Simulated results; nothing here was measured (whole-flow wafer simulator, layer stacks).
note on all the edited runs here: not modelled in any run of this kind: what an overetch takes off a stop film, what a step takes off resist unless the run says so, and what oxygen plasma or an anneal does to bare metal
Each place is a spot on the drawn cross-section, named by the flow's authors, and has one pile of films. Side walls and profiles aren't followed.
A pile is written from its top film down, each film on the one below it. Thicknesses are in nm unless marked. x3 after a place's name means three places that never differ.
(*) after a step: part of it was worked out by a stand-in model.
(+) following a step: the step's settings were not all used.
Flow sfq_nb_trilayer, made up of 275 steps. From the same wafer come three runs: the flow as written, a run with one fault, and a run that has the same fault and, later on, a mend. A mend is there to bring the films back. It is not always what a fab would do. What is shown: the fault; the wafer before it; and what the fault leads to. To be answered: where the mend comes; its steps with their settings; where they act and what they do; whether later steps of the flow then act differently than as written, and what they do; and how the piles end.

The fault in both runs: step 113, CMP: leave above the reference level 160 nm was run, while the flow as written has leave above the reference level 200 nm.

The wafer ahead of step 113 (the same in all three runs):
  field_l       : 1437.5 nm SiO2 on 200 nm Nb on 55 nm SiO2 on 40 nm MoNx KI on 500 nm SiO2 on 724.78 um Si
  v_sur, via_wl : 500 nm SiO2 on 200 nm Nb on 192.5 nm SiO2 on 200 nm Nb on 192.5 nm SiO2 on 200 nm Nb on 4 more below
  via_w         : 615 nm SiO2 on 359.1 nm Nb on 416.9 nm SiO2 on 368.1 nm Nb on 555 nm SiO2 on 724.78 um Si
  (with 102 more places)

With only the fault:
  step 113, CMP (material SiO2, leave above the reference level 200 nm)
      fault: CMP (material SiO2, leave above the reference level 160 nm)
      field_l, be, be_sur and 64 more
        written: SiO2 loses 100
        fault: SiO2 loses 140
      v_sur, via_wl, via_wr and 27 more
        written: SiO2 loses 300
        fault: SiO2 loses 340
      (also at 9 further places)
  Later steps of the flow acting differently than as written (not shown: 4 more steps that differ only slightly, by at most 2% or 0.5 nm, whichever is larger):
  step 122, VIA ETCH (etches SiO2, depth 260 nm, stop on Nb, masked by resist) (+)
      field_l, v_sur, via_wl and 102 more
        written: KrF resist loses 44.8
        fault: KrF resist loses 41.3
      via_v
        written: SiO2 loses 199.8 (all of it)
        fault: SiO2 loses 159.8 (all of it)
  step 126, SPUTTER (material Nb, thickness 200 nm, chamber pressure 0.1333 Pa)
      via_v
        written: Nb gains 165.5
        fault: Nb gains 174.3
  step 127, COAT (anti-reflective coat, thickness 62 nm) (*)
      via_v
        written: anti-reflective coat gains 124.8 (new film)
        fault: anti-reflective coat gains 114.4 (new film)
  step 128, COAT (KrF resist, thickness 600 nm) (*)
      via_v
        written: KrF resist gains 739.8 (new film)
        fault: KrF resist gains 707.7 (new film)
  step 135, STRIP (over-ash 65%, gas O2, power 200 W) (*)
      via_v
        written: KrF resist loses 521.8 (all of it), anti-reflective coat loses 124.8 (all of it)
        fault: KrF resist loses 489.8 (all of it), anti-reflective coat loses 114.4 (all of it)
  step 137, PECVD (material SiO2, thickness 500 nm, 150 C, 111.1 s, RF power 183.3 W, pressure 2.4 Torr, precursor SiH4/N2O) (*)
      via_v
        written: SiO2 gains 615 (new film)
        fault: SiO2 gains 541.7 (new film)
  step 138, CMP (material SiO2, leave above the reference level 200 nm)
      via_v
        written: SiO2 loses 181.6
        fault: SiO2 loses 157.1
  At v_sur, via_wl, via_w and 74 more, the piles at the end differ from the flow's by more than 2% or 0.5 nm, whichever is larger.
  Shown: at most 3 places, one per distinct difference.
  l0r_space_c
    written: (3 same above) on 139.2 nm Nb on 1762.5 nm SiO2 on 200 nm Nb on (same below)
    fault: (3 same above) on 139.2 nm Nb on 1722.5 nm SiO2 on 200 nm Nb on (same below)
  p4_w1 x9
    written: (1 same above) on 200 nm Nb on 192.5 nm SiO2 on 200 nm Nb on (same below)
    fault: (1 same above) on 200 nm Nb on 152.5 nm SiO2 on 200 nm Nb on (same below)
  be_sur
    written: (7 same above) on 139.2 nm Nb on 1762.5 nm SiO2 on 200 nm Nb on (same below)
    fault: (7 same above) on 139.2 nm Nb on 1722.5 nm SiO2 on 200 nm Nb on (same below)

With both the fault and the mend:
  After step 120 comes the mend.
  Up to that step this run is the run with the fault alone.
  step 120a, STRIP (over-ash 65%, gas O2, power 200 W) (*)
      field_l, v_sur, via_wl and 102 more
        KrF resist loses 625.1 (all of it), anti-reflective coat loses 62 (all of it)
      via_v
        anti-reflective coat loses 62 (all of it)
  step 120b, PECVD (material SiO2, thickness 40 nm, 150 C, 8.889 s, RF power 183.3 W, pressure 2.4 Torr, precursor SiH4/N2O) (the flow's step 112, run once more with other settings)
      field_l, v_sur, via_wl and 103 more
        SiO2 gains 40
  step 120c, COAT (anti-reflective coat, thickness 62 nm) (the flow's step 115, run once more)
      field_l, v_sur, via_wl and 103 more
        anti-reflective coat gains 62 (new film)
  step 120d, COAT (KrF resist, thickness 650 nm) (the flow's step 116, run once more)
      field_l, v_sur, via_wl and 103 more
        KrF resist gains 650 (new film)
  step 120e, SOFTBAKE (KrF resist) (the flow's step 117, run once more)
      does not change any film at any place that is followed
  step 120f, EXPOSE (photomask I3, dose 11.91 mJ/cm2, NA 0.6, wavelength 248 nm) (*) (the flow's step 118, run once more)
      does not change any film at any place that is followed
  step 120g, PEB (KrF resist, 90 s) (the flow's step 119, run once more)
      field_l, v_sur, via_wl and 103 more
        KrF resist loses 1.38
  step 120h, DEVELOP (KrF resist, thickness 650 nm, 60 s) (the flow's step 120, run once more)
      field_l, v_sur, via_wl and 102 more
        KrF resist loses 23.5
      via_v
        KrF resist loses 648.6 (all of it)
  Every later step of the flow that is run acts as written at every place that is followed.
  The piles end the same as the flow's at every place that both follow.
